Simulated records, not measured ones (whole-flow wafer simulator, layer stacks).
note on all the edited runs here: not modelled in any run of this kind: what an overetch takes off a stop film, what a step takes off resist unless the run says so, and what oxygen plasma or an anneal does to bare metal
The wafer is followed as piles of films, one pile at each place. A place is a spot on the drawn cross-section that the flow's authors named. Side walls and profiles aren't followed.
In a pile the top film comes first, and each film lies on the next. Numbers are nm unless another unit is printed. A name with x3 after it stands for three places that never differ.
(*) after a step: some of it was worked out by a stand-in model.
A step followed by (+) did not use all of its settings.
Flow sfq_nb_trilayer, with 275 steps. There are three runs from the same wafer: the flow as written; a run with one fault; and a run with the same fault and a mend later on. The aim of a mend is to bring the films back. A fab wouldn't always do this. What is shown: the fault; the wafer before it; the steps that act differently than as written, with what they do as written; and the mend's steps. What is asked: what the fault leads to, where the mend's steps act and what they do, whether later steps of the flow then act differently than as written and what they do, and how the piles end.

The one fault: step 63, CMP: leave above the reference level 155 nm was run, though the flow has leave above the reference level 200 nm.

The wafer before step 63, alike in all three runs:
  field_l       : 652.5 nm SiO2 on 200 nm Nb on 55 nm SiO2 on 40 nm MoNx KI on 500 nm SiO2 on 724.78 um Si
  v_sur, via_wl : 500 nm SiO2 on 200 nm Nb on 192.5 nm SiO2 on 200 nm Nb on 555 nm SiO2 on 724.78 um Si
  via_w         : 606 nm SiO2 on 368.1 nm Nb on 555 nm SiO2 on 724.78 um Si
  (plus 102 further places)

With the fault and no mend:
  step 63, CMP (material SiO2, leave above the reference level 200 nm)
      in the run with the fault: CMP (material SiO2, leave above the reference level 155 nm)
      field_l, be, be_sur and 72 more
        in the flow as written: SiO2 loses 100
        in the run with the fault: SiO2 loses 145
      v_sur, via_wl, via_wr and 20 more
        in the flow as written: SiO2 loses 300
        in the run with the fault: SiO2 loses 345
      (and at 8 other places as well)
  Steps later in the flow that act otherwise than as written (4 more steps, not shown, differ only slightly: by at most 2% or 0.5 nm, whichever is larger):
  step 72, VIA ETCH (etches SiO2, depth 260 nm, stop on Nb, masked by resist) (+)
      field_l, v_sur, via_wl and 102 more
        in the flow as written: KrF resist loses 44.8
        in the run with the fault: KrF resist loses 40
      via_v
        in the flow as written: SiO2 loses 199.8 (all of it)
        in the run with the fault: SiO2 loses 154.8 (all of it)
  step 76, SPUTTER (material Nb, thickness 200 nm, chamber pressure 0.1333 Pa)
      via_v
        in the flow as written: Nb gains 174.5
        in the run with the fault: Nb gains 183.7
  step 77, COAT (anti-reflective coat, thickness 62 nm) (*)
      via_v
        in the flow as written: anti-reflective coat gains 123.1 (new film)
        in the run with the fault: anti-reflective coat gains 112.2 (new film)
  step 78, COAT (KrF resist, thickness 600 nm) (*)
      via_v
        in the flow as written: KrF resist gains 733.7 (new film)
        in the run with the fault: KrF resist gains 697.4 (new film)
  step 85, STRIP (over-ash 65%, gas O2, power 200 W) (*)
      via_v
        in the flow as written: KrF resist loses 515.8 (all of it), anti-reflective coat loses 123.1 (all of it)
        in the run with the fault: KrF resist loses 479.6 (all of it), anti-reflective coat loses 112.2 (all of it)
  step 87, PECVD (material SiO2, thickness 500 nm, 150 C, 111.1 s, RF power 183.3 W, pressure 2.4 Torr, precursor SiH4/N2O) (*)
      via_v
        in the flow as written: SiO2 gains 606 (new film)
        in the run with the fault: SiO2 gains 527.3 (new film)
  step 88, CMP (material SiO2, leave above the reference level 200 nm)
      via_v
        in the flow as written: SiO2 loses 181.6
        in the run with the fault: SiO2 loses 157.1
  The piles end different from the flow's at v_sur, via_wl, via_w and 78 more by more than 2% or 0.5 nm, whichever is larger.
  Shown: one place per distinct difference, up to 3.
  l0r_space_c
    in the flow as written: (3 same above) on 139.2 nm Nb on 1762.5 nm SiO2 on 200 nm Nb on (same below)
    in the run with the fault: (3 same above) on 139.2 nm Nb on 1717.5 nm SiO2 on 200 nm Nb on (same below)
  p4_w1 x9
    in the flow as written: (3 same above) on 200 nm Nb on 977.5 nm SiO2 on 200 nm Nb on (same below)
    in the run with the fault: (3 same above) on 200 nm Nb on 932.5 nm SiO2 on 200 nm Nb on (same below)
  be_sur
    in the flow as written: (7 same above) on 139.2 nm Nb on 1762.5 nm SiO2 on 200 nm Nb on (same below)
    in the run with the fault: (7 same above) on 139.2 nm Nb on 1717.5 nm SiO2 on 200 nm Nb on (same below)

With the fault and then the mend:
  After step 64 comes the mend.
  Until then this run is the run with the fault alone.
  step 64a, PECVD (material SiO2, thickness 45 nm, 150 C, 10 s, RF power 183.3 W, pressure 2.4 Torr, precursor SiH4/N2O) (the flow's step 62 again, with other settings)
      field_l, v_sur, via_wl and 103 more
        SiO2 gains 45
  Later steps of the flow that are run all act as written at every place that is followed, up to a difference of at most 2% or 0.5 nm, whichever is larger.
  When the end is reached, the piles differ only a little from the flow's at the places that both follow, at most by 2% or 0.5 nm, whichever is larger.
